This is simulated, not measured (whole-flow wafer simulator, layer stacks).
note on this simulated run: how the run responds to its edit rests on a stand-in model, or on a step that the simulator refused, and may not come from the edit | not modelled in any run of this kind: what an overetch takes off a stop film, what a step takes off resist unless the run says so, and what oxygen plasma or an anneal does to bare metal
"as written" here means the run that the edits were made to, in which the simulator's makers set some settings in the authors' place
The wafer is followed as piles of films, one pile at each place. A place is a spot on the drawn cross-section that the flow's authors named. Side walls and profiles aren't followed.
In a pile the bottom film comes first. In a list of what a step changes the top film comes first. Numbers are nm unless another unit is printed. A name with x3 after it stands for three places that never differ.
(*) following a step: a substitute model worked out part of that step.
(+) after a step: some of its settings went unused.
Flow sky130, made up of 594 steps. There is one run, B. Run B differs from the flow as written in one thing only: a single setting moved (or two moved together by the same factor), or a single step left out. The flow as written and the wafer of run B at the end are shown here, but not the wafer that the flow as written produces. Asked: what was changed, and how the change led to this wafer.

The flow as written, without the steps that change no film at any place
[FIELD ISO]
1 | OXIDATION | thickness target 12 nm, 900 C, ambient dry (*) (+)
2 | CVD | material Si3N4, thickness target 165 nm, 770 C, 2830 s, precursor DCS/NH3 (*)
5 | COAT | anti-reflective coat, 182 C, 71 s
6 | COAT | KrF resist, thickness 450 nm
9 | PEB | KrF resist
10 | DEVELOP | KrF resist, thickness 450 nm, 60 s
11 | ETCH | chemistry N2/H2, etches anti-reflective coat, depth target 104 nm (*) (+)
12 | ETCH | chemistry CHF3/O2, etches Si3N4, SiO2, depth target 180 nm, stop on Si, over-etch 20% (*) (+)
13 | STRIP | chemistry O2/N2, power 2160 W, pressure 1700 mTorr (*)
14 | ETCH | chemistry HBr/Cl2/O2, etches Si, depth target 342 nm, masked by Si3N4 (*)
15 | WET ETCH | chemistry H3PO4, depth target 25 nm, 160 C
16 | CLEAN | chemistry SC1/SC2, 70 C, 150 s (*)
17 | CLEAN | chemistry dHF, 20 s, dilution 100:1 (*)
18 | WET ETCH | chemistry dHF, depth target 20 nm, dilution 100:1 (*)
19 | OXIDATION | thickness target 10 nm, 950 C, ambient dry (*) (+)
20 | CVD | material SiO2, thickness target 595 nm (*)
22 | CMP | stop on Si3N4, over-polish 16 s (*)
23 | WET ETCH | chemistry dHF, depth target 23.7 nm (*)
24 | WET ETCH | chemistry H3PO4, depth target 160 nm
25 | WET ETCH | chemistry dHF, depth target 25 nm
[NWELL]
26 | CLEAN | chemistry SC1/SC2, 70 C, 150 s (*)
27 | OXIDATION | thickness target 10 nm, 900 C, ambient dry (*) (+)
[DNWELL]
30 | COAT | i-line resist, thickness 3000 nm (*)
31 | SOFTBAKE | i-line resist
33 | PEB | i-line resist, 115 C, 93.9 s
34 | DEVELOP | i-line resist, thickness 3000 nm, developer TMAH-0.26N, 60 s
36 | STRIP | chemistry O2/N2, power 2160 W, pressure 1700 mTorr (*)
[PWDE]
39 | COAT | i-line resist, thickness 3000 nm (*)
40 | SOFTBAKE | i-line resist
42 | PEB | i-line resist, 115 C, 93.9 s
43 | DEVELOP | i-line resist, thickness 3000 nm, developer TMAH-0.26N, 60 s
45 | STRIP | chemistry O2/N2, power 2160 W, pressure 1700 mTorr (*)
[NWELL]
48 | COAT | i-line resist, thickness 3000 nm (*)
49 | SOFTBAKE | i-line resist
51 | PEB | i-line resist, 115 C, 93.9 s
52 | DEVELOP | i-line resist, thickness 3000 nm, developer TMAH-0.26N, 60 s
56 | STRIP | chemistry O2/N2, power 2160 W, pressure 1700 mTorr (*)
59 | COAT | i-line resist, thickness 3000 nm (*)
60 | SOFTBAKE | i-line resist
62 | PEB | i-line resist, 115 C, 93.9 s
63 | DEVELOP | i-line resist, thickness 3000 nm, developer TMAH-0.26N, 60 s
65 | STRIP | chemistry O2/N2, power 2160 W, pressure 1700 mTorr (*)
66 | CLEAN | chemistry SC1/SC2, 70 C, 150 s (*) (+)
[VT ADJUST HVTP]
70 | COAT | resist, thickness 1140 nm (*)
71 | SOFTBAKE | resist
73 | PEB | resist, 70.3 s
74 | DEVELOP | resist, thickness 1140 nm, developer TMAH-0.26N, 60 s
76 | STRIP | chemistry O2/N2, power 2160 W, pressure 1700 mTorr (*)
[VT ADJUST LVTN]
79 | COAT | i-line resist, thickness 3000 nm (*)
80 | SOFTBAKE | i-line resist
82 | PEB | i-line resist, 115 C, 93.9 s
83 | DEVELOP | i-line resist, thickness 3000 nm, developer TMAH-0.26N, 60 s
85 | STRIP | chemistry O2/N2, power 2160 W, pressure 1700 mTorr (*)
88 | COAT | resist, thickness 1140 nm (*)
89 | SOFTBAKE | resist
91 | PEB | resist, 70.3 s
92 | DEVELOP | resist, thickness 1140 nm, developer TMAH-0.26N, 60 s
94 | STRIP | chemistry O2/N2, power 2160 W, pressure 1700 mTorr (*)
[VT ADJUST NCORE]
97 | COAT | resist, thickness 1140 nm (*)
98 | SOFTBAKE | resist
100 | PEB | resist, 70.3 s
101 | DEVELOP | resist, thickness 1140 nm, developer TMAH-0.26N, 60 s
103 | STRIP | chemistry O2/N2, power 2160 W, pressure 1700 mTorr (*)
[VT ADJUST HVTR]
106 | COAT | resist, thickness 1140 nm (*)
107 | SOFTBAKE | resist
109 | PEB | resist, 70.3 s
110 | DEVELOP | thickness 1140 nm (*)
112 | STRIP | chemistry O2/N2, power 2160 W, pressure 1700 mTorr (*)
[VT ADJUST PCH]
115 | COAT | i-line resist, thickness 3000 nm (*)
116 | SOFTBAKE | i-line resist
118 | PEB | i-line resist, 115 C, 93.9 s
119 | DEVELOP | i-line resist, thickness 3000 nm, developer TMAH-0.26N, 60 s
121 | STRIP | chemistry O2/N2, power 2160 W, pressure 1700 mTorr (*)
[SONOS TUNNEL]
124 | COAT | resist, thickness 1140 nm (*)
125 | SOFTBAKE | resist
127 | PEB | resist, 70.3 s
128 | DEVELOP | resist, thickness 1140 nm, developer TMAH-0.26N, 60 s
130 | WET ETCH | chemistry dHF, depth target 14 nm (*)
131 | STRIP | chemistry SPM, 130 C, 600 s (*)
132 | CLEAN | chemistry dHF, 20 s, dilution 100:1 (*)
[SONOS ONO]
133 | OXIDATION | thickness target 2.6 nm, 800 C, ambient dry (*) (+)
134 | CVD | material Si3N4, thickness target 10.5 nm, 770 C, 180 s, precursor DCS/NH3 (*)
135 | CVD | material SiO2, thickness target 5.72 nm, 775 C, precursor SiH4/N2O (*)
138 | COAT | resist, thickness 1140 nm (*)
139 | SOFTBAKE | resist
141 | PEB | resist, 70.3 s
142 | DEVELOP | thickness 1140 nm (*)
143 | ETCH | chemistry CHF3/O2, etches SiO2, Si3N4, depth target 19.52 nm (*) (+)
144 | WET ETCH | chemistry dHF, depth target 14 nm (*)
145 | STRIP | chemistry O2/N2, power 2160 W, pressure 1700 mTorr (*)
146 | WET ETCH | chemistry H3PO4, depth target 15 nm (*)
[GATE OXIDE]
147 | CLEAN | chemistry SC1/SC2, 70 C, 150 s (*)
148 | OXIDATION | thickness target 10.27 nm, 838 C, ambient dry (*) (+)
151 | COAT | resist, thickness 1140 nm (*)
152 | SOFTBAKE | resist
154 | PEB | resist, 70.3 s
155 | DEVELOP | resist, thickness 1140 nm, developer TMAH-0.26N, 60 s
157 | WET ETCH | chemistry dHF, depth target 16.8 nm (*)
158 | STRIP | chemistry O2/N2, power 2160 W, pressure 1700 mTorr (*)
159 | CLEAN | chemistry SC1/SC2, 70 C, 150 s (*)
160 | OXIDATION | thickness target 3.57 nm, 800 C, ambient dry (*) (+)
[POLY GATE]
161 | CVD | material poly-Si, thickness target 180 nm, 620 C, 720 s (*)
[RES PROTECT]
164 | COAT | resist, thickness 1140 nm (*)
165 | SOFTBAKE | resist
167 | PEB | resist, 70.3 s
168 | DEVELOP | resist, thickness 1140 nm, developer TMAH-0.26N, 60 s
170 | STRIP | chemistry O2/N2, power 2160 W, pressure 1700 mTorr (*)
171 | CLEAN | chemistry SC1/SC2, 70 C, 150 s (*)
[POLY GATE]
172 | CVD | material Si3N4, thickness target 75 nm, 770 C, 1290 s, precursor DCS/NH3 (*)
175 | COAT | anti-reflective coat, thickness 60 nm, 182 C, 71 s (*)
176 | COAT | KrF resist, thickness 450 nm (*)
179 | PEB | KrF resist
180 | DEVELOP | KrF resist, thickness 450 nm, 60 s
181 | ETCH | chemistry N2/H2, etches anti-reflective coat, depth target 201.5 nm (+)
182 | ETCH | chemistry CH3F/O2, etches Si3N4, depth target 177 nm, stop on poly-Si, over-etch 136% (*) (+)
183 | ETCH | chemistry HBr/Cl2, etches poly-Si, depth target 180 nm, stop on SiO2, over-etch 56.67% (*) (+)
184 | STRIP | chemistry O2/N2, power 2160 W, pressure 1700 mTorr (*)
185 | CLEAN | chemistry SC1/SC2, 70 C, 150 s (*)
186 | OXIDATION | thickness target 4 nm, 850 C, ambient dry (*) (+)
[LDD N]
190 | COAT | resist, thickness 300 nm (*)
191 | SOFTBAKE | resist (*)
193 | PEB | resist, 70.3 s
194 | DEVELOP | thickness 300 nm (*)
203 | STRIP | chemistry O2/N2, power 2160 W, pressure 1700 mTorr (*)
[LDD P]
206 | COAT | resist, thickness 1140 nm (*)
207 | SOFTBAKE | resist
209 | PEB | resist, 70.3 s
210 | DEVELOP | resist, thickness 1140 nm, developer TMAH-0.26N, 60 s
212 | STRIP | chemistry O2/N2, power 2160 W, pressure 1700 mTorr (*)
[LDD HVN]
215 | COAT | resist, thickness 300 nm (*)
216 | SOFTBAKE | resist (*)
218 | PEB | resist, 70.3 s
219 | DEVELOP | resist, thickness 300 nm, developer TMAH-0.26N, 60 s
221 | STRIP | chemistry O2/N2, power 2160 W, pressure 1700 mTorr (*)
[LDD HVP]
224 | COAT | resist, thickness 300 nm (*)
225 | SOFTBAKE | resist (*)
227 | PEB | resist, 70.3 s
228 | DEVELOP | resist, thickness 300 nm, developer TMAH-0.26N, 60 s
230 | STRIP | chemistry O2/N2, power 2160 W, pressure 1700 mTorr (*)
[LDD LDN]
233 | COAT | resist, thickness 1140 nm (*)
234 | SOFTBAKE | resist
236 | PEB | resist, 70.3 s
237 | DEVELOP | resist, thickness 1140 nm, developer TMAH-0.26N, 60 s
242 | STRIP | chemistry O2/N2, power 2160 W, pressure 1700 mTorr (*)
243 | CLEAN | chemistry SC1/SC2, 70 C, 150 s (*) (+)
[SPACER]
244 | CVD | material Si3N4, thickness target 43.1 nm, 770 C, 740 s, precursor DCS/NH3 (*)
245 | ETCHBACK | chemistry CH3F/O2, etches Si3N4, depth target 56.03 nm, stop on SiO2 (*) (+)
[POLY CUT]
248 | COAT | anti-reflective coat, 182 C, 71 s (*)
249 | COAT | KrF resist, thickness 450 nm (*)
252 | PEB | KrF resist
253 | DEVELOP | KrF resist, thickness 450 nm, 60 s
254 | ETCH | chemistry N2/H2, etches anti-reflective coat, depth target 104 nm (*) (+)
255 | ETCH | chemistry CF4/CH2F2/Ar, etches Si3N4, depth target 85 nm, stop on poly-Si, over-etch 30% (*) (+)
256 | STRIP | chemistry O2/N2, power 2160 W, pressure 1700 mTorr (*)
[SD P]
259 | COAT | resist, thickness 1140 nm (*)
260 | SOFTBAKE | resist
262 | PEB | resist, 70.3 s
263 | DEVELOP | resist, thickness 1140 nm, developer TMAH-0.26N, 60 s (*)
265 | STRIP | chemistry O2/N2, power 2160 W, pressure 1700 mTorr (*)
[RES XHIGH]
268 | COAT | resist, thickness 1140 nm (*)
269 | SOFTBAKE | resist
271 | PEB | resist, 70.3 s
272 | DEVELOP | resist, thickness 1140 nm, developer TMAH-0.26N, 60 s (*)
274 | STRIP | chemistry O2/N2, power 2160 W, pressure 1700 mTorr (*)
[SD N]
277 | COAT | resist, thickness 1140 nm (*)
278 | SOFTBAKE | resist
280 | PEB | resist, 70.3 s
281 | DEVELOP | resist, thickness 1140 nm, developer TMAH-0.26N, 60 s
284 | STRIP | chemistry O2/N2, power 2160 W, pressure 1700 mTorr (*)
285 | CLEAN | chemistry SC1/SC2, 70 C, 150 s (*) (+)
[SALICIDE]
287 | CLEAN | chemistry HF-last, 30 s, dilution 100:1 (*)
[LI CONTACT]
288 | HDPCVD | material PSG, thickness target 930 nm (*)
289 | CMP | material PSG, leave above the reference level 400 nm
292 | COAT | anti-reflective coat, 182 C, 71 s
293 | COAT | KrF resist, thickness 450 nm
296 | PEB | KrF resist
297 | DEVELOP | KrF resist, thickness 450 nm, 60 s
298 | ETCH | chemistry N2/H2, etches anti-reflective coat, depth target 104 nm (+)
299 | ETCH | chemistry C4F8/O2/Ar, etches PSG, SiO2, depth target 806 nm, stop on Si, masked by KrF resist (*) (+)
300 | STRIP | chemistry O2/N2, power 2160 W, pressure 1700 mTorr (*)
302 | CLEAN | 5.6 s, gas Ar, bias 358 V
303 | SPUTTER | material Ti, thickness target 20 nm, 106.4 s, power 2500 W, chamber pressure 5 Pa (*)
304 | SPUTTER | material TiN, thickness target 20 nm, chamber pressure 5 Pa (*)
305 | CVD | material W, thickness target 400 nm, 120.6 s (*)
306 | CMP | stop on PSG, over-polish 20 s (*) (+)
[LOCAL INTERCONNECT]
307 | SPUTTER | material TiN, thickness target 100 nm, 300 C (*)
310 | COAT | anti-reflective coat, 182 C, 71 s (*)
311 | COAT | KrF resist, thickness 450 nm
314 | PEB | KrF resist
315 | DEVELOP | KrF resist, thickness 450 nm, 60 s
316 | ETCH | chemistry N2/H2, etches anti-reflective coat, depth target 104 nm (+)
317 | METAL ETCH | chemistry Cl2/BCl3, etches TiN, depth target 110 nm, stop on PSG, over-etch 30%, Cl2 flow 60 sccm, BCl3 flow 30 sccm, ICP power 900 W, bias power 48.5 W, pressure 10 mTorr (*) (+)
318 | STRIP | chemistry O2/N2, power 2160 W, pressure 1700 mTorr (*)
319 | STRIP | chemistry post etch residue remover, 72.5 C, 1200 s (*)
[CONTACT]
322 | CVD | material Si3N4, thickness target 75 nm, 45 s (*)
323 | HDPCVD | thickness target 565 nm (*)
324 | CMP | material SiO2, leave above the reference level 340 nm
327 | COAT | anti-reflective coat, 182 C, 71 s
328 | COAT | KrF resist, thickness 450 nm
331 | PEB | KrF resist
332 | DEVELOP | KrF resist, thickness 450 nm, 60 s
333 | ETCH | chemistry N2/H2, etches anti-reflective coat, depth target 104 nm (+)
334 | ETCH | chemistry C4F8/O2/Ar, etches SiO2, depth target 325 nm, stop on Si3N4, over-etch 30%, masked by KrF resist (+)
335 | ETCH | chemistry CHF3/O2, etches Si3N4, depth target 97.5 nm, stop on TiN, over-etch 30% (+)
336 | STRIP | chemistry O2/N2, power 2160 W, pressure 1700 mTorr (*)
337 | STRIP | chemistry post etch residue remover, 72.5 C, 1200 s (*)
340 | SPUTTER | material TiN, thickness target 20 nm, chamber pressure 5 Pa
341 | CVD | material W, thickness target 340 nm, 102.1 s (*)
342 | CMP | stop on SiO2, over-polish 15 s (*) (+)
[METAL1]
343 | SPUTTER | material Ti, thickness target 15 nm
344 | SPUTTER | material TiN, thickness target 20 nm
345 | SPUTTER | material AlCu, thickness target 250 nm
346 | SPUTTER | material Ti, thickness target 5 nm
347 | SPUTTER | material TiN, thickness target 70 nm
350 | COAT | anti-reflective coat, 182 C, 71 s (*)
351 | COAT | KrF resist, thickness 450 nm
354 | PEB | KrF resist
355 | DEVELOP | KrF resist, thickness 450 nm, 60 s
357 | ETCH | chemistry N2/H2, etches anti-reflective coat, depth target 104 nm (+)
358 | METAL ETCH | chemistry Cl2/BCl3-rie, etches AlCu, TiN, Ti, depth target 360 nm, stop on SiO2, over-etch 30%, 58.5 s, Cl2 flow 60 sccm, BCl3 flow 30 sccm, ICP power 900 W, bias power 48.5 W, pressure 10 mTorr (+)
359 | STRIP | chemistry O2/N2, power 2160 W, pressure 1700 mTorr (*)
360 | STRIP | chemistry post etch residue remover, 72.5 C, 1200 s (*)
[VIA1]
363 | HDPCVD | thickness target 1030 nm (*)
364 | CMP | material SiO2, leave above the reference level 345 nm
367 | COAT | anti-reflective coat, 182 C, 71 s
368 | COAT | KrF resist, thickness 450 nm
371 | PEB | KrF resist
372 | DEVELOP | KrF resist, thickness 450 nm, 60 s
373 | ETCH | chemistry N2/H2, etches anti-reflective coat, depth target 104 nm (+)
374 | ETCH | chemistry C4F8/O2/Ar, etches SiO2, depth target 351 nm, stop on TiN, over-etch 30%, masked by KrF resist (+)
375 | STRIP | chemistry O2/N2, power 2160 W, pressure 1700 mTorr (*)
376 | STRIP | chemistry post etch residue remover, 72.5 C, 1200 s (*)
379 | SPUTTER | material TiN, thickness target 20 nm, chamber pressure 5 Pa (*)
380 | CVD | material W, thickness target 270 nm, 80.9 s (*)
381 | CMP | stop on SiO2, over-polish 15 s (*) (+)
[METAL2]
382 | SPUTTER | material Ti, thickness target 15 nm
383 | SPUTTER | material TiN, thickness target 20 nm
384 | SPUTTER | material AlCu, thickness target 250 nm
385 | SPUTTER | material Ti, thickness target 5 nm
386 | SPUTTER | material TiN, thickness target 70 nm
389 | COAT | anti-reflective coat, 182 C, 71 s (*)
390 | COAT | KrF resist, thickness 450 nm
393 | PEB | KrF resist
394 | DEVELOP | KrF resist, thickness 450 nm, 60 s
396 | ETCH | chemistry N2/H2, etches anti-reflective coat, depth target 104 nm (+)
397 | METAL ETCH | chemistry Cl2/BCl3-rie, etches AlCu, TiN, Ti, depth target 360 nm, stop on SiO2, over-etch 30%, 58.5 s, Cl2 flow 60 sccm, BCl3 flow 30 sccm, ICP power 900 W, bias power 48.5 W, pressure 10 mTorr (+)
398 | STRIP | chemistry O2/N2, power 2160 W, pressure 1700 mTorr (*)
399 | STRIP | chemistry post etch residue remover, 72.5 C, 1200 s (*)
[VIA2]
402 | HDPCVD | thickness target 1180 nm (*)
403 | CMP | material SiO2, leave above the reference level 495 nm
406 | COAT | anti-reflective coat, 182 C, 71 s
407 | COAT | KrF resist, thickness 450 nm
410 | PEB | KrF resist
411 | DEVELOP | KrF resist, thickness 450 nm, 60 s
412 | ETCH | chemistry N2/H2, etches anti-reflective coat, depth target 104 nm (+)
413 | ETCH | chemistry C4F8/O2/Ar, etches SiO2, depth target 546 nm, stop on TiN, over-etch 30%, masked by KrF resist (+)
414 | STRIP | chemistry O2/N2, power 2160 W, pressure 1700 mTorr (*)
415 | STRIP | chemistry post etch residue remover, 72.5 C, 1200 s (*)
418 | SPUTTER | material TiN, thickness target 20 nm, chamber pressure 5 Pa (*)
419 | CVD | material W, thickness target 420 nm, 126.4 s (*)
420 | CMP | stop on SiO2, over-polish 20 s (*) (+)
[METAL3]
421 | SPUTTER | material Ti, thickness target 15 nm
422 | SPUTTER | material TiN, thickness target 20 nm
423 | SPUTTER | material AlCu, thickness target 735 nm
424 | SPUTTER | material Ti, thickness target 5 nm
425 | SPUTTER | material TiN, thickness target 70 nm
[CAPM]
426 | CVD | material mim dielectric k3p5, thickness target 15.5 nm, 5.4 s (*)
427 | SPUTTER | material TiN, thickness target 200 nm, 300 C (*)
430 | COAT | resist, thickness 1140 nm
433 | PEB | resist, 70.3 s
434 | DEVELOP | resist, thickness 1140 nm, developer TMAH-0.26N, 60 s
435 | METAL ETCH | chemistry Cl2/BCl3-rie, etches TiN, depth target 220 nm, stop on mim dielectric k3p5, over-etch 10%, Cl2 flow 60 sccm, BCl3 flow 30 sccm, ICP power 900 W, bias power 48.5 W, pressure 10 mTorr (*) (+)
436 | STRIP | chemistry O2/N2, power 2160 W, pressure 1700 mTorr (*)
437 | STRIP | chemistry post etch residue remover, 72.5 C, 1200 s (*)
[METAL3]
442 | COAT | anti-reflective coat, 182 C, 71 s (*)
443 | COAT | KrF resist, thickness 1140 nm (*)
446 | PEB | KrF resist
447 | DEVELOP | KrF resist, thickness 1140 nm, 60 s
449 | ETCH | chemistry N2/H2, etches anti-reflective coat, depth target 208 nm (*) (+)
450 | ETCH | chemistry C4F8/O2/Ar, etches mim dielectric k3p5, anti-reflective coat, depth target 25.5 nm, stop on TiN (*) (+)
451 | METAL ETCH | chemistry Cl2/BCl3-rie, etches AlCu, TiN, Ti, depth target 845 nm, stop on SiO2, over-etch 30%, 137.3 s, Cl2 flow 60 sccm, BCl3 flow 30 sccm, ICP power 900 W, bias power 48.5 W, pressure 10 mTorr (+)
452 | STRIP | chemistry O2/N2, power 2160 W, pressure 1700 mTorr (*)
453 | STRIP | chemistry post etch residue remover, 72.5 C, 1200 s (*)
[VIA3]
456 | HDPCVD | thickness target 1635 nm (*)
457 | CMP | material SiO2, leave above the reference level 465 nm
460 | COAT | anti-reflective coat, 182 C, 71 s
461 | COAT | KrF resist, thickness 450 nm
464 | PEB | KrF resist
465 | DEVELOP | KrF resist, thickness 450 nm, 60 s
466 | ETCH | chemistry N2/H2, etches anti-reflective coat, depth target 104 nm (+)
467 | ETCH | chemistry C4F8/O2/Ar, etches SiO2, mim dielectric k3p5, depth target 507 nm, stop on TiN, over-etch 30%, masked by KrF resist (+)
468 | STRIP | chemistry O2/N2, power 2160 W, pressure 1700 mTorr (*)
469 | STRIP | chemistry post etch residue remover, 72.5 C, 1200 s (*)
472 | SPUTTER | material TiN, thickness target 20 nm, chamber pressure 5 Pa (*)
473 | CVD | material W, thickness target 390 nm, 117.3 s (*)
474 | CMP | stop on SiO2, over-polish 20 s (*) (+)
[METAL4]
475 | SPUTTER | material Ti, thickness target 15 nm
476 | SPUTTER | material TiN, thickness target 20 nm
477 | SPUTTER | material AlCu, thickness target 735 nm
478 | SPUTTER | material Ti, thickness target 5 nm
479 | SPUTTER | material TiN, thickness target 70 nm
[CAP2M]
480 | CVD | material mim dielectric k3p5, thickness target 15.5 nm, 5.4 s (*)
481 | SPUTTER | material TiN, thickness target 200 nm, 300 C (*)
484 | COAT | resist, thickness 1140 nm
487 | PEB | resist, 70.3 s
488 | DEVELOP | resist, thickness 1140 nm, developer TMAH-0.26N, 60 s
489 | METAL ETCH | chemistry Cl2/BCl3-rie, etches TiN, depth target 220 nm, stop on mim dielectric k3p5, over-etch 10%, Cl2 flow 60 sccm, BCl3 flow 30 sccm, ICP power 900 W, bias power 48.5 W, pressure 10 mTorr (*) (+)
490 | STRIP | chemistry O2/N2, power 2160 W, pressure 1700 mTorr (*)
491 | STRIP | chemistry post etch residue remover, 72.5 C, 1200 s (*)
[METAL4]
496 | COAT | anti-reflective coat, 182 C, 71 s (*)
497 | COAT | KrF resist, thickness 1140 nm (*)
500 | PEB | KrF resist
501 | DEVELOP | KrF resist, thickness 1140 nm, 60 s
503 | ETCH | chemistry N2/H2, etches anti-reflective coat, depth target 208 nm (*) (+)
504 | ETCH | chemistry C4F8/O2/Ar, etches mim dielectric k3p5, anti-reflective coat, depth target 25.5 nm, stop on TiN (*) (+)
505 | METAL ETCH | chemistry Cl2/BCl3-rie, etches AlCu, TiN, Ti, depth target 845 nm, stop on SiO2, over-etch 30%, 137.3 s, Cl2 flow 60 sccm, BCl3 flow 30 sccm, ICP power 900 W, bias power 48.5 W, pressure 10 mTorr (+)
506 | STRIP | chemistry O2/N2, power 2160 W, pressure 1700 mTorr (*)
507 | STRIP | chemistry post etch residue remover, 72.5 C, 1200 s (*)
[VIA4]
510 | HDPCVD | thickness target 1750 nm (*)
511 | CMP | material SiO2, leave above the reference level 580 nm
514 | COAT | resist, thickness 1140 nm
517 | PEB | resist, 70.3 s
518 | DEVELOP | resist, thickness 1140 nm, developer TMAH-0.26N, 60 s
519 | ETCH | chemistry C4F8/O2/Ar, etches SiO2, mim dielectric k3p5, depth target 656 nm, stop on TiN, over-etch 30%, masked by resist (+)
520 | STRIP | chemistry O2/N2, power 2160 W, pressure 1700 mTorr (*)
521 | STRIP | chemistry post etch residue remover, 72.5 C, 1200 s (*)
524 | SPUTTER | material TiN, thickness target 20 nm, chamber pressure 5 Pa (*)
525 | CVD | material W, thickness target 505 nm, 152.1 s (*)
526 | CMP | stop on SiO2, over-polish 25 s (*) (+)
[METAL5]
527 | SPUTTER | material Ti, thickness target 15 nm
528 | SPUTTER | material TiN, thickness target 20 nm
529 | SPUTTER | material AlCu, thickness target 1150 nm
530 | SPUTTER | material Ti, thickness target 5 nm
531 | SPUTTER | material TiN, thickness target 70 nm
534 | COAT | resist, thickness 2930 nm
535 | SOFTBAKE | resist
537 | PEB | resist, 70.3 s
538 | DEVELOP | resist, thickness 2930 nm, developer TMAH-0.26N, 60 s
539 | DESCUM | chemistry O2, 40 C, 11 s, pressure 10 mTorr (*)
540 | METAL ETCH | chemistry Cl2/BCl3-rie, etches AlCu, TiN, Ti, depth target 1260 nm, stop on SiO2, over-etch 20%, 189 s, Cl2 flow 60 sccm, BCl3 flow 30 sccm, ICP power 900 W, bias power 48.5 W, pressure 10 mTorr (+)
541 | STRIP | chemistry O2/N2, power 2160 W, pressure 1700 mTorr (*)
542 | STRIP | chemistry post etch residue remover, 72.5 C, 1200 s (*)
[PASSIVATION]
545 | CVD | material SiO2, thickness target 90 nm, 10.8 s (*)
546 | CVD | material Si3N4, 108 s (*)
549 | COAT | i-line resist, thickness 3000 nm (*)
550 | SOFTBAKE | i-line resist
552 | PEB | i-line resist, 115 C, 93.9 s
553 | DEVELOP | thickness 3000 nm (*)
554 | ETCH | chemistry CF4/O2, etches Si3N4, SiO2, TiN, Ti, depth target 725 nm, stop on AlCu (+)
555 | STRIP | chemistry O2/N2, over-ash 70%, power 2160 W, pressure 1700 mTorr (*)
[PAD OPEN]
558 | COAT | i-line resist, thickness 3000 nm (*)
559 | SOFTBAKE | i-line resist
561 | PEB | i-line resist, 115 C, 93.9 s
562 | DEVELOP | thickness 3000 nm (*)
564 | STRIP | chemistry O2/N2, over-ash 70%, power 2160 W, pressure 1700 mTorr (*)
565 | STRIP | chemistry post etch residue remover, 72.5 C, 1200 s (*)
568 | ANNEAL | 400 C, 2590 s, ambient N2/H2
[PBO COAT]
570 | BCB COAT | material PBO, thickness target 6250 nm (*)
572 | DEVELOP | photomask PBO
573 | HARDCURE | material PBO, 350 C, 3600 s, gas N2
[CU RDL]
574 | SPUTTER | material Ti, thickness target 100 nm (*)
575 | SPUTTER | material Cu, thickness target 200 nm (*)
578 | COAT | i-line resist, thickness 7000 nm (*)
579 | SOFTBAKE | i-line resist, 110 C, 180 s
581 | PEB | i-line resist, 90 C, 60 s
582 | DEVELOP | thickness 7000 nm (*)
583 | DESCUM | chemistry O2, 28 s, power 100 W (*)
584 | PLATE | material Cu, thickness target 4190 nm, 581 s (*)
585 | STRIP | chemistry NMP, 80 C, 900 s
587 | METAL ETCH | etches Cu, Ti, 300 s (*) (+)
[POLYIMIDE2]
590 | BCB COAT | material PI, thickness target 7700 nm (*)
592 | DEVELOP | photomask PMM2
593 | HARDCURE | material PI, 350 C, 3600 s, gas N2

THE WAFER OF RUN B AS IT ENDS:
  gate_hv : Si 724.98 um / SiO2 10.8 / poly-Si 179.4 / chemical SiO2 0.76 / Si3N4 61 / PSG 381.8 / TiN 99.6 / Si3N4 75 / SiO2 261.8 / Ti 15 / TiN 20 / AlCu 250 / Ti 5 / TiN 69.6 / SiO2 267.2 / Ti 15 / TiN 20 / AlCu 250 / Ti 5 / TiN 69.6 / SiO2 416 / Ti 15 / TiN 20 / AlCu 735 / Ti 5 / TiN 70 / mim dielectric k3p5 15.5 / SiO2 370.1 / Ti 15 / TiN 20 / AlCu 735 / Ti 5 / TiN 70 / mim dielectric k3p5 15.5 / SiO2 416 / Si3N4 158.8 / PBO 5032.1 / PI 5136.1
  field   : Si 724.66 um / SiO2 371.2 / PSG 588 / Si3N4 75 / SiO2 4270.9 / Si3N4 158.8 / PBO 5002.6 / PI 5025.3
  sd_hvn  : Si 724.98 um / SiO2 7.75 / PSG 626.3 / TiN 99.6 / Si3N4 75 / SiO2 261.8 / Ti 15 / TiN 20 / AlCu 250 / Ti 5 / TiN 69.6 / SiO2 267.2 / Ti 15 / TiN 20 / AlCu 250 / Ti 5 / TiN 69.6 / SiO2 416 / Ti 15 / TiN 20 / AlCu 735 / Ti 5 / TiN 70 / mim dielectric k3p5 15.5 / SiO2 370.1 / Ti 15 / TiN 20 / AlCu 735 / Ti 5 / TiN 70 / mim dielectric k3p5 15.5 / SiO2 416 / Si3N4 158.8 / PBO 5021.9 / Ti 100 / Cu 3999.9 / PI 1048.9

The reason: step 511, CMP: leave above the reference level 412 nm was run, while the flow as written has leave above the reference level 580 nm.

Step by step, how the change led to this:
  511 | CMP | material SiO2, leave above the reference level 580 nm
      n_well, p_well, gate_hv and 99 more: -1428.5 SiO2 (in the flow as written it would be: -1260.5 SiO2)
      field, active, gate and 77 more: -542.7 SiO2 (in the flow as written it would be: -374.7 SiO2)
      (and at 11 other places as well)
  519 | ETCH | chemistry C4F8/O2/Ar, etches SiO2, mim dielectric k3p5, depth target 656 nm, stop on TiN, over-etch 30%, masked by resist (+)
      field, active, n_well and 188 more: -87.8 resist (in the flow as written it would be: -131.2 resist)
      m1: -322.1 SiO2 (all of it), -15.5 mim dielectric k3p5 (all of it) (in the flow as written it would be: -490.1 SiO2 (all of it), -15.5 mim dielectric k3p5 (all of it))
      (and at 1 other place as well)
  520 | STRIP | chemistry O2/N2, power 2160 W, pressure 1700 mTorr (*)
      field, active, n_well and 188 more: -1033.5 resist (all of it) (in the flow as written it would be: -990.1 resist (all of it))
  524 | SPUTTER | material TiN, thickness target 20 nm, chamber pressure 5 Pa (*)
      m1, via4_hole: +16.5 TiN (in the flow as written it would be: +15.3 TiN)
  525 | CVD | material W, thickness target 505 nm, 152.1 s (*)
      m1: +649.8 W (new film) (in the flow as written it would be: +1015.8 W (new film))
      via4_hole: +650.9 W (new film) (in the flow as written it would be: +1015.2 W (new film))
  526 | CMP | stop on SiO2, over-polish 25 s (*) (+)
      m1: -335.9 W (in the flow as written it would be: -532.7 W)
      via4_hole: -337.6 W (in the flow as written it would be: -532.7 W)
